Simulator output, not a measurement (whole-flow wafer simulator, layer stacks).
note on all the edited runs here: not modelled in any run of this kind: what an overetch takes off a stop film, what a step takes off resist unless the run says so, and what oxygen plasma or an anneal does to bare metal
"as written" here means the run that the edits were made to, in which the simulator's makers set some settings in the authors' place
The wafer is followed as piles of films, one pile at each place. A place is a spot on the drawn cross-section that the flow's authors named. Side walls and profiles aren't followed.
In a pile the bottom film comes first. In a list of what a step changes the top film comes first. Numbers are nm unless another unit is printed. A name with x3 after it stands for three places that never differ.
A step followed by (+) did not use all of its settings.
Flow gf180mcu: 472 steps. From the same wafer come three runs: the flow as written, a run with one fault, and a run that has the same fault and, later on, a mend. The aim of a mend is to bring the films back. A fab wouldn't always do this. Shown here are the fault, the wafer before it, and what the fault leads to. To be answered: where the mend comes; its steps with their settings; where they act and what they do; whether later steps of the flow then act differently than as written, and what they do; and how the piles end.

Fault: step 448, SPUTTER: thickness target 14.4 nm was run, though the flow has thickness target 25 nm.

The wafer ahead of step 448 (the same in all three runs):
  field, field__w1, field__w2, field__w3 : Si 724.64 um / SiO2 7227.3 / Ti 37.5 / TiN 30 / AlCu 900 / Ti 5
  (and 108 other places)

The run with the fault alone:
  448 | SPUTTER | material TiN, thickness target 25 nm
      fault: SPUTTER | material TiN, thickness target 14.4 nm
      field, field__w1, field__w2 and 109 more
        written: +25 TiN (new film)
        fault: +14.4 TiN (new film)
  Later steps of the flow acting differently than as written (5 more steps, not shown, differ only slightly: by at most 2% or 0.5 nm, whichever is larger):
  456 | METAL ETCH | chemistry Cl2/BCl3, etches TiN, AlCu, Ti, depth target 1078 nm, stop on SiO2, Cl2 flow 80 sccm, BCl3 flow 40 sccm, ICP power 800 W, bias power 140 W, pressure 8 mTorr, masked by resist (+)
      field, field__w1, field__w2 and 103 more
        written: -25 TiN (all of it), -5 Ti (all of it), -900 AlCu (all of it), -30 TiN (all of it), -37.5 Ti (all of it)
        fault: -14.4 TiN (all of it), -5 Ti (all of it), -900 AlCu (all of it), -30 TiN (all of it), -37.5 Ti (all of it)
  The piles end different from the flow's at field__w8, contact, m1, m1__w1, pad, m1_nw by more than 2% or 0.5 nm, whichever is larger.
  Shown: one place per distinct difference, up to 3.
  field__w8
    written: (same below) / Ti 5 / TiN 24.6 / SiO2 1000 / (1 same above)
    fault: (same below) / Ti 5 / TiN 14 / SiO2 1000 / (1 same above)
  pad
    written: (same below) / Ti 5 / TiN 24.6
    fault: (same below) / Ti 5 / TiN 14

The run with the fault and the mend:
  The mend follows step 448.
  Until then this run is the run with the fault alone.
  448a | SPUTTER | material TiN, thickness target 10.6 nm (the flow's step 448, run once more with other settings)
      field, field__w1, field__w2 and 109 more
        +10.6 TiN
  None of the later steps of the flow acts differently than as written at any place that is followed.
  The piles end the same as the flow's at every place that both follow.
